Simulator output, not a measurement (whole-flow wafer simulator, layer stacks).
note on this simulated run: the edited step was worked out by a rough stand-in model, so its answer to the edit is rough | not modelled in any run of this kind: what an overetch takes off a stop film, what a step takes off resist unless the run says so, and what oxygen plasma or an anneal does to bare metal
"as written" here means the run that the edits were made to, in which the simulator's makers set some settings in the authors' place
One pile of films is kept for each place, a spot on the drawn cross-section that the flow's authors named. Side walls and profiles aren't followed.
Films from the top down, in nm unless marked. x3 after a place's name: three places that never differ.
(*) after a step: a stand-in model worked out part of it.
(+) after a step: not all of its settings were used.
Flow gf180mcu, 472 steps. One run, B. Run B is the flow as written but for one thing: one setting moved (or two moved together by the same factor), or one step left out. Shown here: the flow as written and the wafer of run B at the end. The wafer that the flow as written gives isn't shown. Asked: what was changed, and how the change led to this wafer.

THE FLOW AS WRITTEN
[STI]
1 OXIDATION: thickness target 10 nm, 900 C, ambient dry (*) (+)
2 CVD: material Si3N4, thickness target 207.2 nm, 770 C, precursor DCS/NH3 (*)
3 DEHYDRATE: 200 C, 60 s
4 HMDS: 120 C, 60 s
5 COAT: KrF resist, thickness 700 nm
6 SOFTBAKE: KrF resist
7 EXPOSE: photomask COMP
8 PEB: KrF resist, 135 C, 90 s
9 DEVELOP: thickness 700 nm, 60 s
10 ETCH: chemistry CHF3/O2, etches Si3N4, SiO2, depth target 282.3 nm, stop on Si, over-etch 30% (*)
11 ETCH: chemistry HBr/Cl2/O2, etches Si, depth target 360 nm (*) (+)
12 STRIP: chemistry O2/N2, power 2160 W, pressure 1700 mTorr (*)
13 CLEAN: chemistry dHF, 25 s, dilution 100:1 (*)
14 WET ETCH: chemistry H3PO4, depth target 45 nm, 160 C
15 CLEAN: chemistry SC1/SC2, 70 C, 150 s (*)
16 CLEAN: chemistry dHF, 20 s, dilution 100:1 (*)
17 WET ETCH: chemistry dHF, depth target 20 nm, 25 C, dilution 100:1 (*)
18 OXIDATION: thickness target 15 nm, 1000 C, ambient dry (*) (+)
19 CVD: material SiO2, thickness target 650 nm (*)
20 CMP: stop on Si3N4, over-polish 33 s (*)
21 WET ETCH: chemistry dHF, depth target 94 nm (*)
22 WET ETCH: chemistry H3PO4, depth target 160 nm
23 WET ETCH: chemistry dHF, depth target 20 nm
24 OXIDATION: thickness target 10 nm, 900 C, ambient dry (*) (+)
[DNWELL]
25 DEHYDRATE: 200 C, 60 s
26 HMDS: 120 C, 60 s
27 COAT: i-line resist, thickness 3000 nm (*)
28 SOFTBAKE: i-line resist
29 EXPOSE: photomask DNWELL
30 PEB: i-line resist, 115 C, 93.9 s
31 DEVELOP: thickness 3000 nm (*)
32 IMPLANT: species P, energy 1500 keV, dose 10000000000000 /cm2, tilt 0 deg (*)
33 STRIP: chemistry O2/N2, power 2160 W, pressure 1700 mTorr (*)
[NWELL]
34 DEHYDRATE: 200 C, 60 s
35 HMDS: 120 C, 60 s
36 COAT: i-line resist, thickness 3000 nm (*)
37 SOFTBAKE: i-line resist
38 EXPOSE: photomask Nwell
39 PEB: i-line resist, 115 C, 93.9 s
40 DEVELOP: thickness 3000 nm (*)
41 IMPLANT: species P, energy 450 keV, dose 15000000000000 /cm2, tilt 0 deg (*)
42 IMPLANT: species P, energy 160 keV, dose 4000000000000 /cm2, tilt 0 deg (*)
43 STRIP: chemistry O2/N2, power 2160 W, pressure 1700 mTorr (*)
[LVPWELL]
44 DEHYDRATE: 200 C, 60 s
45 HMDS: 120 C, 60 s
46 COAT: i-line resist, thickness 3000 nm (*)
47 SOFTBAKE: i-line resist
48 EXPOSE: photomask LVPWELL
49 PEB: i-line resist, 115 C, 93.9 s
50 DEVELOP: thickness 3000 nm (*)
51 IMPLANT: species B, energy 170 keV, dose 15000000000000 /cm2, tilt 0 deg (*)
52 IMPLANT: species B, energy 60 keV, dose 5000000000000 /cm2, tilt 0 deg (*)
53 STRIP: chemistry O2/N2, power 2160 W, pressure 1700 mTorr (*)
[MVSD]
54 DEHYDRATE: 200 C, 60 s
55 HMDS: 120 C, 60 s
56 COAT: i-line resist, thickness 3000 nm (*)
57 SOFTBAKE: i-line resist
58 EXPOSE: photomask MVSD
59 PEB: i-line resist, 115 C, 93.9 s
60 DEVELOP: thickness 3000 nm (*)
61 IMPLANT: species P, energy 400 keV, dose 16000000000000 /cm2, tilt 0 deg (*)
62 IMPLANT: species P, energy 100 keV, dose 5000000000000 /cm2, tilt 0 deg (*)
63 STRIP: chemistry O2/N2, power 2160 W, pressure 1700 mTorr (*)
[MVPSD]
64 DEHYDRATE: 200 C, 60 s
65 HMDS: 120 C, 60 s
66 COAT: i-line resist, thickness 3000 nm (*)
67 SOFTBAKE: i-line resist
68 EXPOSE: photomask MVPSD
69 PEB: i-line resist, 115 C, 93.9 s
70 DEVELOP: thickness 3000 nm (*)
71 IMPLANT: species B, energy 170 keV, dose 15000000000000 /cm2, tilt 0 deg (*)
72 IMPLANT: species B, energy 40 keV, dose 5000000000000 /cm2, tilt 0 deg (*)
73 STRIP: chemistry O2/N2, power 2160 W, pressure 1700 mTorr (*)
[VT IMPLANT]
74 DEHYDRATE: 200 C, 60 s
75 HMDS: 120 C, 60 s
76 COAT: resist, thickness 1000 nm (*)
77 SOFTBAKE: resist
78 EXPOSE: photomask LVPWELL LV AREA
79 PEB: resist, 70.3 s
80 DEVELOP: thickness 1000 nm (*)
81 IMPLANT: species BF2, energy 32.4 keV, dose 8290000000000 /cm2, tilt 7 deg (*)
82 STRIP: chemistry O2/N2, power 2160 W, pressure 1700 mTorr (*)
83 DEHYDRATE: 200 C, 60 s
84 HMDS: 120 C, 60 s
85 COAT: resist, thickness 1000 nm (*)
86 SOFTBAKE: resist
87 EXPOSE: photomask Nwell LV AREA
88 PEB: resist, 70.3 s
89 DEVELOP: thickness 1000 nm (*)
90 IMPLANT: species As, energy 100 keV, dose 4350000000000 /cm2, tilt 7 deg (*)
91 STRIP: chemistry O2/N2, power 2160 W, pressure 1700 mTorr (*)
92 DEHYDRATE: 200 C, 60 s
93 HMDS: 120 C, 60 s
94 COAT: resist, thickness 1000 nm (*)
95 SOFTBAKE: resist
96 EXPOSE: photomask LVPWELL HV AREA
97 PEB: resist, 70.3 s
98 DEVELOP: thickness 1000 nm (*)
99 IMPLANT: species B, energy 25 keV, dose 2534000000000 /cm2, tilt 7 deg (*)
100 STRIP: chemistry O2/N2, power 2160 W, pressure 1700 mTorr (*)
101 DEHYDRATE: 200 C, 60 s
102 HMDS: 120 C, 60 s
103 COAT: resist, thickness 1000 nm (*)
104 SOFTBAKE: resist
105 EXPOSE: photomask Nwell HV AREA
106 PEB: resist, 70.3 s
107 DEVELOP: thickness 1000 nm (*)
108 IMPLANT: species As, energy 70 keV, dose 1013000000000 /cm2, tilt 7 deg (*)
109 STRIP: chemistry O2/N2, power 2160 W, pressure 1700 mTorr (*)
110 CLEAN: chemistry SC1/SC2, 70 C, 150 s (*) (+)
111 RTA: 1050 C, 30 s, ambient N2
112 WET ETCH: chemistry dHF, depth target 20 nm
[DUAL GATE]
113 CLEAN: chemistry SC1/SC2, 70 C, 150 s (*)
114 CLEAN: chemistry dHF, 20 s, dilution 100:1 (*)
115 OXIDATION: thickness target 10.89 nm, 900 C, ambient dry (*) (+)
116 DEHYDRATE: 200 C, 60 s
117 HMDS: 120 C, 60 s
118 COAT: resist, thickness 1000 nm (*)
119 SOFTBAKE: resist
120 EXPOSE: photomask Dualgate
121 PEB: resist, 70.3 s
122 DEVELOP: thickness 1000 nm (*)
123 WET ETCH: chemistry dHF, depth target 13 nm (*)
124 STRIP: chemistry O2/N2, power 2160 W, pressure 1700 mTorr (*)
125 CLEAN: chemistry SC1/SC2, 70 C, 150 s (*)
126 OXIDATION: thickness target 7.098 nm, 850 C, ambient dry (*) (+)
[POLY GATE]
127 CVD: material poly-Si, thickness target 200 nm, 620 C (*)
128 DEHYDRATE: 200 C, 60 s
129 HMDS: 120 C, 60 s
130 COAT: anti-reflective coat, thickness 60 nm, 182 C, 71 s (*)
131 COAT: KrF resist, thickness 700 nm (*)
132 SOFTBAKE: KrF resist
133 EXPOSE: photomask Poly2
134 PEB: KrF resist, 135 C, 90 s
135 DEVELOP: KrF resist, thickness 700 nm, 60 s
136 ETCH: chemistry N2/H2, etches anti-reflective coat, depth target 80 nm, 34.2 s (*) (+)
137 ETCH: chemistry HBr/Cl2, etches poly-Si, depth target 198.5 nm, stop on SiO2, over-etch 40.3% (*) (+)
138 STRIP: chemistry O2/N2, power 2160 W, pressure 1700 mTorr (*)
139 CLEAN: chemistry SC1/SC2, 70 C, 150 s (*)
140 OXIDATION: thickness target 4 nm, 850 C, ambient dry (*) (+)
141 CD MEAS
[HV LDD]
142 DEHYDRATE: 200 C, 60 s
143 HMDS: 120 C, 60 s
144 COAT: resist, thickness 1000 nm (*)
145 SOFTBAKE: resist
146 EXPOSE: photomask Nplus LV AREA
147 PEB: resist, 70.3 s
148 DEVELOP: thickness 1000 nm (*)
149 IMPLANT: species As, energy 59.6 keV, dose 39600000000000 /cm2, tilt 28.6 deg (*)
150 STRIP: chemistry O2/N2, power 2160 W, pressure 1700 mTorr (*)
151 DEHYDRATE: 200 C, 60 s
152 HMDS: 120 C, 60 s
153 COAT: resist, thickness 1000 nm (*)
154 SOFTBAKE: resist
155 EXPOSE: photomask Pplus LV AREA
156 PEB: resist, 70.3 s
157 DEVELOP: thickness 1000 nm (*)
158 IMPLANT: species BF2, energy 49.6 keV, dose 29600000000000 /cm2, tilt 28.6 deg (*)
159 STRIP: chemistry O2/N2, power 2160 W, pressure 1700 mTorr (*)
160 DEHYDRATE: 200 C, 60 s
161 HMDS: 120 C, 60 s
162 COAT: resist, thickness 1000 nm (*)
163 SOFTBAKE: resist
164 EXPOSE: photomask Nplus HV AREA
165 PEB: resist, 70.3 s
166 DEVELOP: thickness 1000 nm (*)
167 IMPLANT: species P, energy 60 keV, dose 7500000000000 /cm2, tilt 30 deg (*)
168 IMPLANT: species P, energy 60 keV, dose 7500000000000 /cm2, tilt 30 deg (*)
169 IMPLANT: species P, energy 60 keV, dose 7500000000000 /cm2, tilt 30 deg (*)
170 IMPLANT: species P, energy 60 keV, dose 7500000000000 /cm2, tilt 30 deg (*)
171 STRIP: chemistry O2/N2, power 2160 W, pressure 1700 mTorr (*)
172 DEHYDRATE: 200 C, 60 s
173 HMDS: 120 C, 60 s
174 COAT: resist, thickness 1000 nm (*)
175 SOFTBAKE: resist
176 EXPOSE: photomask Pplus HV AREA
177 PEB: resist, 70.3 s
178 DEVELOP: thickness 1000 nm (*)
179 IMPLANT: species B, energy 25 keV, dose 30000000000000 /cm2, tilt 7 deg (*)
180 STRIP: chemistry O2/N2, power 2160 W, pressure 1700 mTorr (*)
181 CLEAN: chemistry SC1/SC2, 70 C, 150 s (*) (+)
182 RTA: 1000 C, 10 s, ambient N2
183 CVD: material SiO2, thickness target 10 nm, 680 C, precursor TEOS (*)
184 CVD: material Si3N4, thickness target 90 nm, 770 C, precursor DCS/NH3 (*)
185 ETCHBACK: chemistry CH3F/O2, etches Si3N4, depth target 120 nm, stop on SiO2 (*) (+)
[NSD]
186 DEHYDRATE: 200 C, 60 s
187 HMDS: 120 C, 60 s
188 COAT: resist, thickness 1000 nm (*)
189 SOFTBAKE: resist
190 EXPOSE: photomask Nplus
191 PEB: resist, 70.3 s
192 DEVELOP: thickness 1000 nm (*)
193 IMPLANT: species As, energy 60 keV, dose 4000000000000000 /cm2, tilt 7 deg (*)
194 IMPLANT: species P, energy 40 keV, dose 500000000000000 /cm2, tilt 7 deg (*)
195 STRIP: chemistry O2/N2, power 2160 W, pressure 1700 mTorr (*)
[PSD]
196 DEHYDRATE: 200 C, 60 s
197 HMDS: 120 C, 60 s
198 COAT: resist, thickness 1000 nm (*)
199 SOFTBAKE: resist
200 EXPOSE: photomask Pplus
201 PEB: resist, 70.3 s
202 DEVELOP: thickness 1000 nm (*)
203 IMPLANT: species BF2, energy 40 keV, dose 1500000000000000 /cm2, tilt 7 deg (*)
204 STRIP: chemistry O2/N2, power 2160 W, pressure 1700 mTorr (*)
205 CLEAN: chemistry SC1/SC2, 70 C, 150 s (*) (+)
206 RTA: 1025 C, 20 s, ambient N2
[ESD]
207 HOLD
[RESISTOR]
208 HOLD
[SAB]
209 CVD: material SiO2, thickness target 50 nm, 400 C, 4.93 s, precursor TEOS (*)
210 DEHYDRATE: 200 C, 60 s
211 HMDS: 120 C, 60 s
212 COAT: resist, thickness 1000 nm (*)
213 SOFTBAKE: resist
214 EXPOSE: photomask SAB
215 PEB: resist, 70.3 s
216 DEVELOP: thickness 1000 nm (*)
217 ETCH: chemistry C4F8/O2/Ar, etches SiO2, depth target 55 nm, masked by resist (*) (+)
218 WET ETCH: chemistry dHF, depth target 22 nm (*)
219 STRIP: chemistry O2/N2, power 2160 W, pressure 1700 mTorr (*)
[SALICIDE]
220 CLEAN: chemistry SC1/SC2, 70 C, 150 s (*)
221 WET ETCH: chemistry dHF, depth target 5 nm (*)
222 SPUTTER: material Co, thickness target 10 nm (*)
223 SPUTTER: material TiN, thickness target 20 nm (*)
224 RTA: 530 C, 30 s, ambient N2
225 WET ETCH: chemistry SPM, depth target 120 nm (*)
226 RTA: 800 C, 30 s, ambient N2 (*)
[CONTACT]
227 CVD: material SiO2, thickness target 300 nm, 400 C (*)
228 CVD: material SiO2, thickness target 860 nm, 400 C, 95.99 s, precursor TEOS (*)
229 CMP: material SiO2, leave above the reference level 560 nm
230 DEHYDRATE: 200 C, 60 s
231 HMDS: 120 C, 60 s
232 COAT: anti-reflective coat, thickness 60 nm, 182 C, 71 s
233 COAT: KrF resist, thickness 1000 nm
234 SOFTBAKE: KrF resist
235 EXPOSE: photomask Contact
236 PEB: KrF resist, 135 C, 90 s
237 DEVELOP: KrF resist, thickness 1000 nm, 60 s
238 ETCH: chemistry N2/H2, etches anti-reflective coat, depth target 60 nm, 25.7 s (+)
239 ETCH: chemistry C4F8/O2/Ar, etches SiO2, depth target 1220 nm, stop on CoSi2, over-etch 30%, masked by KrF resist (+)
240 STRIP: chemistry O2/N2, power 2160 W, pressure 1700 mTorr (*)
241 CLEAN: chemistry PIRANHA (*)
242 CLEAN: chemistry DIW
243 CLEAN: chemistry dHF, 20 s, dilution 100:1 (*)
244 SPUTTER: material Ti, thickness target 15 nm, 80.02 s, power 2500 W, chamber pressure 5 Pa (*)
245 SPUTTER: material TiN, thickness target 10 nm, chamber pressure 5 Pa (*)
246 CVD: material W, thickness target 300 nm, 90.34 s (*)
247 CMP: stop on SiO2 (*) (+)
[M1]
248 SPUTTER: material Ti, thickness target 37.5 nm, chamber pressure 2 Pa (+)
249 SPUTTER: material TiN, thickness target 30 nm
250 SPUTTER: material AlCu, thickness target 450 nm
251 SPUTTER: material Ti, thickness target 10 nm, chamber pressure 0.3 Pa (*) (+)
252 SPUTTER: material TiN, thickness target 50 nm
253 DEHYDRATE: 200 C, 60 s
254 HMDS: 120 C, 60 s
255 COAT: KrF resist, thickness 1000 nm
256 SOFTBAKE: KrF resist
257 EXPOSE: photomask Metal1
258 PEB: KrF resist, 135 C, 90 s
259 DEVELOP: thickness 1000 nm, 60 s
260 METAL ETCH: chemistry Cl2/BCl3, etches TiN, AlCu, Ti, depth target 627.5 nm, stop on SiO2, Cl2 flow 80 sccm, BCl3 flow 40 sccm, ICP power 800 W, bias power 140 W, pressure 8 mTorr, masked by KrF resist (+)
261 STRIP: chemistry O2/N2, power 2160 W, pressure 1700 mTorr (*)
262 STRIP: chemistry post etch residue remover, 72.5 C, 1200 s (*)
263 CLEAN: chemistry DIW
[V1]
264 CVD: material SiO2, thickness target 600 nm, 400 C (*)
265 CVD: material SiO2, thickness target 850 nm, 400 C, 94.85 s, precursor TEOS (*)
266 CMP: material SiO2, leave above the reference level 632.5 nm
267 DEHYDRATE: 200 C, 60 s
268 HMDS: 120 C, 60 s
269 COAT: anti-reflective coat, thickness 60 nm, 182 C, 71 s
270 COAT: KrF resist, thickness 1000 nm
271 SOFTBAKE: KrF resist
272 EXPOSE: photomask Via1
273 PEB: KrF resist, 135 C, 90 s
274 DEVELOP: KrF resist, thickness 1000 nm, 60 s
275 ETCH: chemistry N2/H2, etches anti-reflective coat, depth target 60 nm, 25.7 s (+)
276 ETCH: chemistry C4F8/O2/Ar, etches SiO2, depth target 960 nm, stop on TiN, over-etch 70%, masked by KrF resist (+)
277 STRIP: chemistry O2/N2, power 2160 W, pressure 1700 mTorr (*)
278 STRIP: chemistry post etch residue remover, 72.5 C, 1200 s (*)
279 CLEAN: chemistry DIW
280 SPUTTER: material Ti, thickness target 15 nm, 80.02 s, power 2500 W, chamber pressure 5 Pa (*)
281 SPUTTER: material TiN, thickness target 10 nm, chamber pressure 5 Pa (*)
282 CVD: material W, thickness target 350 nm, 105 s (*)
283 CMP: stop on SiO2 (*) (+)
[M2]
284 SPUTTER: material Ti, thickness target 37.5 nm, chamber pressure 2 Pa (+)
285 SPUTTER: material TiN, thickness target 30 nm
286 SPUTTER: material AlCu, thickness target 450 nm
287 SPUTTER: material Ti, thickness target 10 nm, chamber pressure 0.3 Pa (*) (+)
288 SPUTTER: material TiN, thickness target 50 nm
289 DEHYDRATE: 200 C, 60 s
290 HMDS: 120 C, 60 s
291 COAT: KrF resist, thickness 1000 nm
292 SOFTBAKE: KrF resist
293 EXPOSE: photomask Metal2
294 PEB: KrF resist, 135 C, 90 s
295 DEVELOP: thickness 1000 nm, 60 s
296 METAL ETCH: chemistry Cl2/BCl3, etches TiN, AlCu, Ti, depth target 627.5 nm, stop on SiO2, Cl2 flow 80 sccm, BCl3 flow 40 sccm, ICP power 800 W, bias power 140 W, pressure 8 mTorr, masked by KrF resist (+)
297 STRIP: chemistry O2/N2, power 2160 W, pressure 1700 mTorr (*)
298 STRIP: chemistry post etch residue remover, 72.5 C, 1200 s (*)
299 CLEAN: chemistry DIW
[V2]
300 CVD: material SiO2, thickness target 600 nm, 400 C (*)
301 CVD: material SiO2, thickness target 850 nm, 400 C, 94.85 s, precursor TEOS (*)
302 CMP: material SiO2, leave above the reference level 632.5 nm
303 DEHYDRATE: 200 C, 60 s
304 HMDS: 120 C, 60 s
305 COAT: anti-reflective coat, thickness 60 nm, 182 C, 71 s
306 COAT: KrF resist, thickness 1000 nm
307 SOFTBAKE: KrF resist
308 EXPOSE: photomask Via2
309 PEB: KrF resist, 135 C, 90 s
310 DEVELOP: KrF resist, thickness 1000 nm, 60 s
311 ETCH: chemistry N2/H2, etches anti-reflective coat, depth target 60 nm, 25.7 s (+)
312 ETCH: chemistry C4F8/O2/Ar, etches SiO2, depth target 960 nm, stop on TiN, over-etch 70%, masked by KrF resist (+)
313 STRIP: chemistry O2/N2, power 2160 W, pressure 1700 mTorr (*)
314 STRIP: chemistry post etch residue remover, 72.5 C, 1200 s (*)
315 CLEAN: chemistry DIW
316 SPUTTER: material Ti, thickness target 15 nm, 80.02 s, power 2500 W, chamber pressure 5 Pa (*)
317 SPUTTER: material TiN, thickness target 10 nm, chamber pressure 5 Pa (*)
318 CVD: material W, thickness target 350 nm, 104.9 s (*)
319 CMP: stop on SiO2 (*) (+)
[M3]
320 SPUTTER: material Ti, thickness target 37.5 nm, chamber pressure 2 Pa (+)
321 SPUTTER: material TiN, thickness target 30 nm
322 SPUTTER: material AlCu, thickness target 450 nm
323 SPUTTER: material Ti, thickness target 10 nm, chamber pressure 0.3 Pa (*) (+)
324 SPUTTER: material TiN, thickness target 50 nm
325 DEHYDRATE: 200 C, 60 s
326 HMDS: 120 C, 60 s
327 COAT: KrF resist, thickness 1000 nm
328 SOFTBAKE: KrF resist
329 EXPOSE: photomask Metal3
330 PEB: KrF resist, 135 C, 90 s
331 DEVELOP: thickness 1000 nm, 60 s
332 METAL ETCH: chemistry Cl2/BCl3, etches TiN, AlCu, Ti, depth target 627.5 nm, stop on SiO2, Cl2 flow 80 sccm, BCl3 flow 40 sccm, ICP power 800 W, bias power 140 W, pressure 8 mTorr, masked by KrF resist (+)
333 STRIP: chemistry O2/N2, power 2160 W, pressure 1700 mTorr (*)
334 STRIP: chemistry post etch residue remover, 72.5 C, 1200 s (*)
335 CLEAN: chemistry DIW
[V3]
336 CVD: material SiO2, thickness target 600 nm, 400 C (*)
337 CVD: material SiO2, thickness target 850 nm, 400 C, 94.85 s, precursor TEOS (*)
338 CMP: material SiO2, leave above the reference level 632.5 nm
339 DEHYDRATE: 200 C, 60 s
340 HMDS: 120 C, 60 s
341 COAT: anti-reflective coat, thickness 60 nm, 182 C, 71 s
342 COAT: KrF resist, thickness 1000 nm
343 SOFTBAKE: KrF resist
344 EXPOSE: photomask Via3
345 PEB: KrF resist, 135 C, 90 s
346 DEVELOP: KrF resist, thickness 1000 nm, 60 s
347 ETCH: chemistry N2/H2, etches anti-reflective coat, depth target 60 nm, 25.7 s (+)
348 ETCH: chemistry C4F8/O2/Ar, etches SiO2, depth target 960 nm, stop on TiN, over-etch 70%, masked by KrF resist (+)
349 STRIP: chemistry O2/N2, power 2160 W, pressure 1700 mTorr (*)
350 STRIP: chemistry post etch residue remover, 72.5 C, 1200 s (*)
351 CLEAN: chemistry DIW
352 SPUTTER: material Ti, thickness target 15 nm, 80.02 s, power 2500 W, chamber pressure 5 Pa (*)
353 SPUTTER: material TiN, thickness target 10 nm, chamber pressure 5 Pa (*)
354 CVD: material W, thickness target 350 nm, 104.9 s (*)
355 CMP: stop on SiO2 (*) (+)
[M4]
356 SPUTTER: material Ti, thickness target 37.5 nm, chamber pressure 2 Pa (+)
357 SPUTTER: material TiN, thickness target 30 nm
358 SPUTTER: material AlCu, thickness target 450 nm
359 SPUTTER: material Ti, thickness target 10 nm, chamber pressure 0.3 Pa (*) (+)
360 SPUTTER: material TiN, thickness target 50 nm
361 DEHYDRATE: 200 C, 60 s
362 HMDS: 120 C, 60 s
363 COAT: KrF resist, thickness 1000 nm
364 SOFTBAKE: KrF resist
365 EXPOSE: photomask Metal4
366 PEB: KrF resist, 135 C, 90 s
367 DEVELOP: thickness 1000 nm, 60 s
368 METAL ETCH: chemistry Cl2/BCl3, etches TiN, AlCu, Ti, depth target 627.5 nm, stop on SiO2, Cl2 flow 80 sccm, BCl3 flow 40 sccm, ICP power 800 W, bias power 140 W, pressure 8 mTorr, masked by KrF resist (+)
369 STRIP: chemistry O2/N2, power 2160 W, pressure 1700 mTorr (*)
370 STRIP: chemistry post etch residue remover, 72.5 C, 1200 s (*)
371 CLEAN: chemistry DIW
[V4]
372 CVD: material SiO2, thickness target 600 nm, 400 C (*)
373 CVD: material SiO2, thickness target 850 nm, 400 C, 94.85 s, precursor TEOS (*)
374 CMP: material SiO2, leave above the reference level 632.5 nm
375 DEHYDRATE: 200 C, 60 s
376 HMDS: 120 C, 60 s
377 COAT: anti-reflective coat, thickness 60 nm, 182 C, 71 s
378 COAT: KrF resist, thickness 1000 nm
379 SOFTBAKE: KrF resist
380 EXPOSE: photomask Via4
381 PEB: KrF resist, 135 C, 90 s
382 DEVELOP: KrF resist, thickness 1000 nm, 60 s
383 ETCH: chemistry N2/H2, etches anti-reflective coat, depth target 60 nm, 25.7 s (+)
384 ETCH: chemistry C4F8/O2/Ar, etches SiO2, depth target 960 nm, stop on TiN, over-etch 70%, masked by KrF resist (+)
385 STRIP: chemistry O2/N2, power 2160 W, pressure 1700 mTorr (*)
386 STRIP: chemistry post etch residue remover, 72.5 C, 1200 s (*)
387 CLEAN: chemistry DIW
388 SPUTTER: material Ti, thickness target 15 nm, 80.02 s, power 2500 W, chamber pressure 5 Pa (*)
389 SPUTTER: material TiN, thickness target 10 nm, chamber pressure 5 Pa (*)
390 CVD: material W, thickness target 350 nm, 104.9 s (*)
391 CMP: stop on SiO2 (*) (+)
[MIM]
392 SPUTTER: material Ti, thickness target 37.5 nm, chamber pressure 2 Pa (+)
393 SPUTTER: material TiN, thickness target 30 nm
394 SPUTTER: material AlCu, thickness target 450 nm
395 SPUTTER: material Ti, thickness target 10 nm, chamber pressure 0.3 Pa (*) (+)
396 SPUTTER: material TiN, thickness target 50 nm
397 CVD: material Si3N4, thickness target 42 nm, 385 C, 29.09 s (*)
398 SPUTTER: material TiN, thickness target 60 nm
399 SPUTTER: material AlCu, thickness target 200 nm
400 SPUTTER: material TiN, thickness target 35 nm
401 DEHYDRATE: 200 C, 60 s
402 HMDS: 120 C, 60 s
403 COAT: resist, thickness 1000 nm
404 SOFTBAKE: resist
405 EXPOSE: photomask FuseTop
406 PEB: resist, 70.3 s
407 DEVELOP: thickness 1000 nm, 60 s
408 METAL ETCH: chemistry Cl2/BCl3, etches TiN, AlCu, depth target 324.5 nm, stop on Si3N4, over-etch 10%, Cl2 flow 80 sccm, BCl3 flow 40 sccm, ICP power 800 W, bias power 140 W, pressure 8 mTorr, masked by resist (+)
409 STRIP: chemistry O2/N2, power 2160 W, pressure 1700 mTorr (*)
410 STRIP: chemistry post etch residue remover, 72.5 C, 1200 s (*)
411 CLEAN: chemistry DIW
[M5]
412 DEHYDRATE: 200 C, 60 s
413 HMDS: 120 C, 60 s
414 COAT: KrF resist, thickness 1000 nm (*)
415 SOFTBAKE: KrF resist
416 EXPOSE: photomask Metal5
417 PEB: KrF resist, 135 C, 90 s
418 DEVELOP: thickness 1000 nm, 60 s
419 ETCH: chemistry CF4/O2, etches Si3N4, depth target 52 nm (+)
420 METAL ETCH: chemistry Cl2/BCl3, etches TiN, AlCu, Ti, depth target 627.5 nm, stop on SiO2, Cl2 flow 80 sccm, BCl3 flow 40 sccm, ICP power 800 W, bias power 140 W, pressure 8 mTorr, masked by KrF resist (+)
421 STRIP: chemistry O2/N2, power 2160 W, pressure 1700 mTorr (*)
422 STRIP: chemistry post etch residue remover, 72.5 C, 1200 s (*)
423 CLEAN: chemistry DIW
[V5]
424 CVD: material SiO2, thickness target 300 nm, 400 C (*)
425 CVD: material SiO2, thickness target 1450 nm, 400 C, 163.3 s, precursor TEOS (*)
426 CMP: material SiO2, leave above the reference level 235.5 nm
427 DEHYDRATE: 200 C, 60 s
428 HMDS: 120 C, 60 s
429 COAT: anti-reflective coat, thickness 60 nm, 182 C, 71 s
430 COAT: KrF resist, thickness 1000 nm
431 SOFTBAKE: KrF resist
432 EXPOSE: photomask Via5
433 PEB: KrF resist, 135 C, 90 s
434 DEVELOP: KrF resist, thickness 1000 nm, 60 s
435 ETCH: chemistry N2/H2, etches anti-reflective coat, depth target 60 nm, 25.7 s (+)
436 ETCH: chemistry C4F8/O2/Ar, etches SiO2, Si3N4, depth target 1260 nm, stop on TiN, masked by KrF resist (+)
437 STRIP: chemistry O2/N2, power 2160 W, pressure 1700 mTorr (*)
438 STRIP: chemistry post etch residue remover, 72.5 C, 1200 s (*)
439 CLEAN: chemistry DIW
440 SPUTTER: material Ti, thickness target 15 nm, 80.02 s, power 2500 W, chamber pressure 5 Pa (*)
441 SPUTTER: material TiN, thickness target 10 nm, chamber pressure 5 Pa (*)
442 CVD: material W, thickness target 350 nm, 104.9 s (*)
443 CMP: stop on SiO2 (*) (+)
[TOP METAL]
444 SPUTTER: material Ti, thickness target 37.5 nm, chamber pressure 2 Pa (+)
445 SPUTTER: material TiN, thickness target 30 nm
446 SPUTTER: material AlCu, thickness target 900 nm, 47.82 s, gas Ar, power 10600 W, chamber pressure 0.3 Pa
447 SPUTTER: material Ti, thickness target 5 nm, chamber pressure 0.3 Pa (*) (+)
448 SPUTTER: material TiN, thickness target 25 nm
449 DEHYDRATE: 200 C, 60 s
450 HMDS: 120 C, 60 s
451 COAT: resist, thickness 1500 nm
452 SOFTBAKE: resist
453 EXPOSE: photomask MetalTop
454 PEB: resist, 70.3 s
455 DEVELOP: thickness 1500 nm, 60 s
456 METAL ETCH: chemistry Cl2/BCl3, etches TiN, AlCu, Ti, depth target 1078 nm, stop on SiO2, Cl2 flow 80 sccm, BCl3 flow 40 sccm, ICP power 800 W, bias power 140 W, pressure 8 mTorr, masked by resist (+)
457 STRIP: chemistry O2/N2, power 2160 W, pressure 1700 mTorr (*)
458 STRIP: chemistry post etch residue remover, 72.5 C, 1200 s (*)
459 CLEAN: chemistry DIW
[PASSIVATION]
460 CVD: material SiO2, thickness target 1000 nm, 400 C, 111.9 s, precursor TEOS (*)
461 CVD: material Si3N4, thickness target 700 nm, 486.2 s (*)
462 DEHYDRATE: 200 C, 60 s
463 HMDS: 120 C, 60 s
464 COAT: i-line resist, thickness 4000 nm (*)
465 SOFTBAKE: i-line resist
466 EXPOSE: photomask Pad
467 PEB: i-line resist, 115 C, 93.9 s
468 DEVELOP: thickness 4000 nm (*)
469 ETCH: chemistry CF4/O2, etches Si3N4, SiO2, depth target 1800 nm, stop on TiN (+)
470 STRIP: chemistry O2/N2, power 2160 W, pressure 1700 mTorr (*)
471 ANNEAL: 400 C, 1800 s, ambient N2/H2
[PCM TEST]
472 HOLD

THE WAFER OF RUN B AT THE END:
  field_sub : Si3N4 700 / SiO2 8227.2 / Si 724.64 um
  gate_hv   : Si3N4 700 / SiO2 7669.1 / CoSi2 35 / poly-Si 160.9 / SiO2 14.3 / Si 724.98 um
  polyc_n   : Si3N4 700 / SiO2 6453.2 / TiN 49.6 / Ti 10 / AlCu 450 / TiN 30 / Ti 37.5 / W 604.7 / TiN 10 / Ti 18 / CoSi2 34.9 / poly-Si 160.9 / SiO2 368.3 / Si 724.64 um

The cause: step 244, SPUTTER: 96.02 s was run, where the flow has 80.02 s.

How the change led to this, step by step:
  244 SPUTTER: material Ti, thickness target 15 nm, 80.02 s, power 2500 W, chamber pressure 5 Pa (*)
      field, field__w1, field__w2 and 107 more: Ti +18 (new film) (as written it would be: Ti +15 (new film))
      contact: Ti +10.3 (new film) (as written it would be: Ti +8.55 (new film))
  247 CMP: stop on SiO2 (*) (+)
      field, field__w1, field__w2 and 105 more: W -300 (all of it), TiN -10 (all of it), Ti -18 (all of it), SiO2 -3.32 (as written it would be: W -300 (all of it), TiN -10 (all of it), Ti -15 (all of it), SiO2 -3.29)
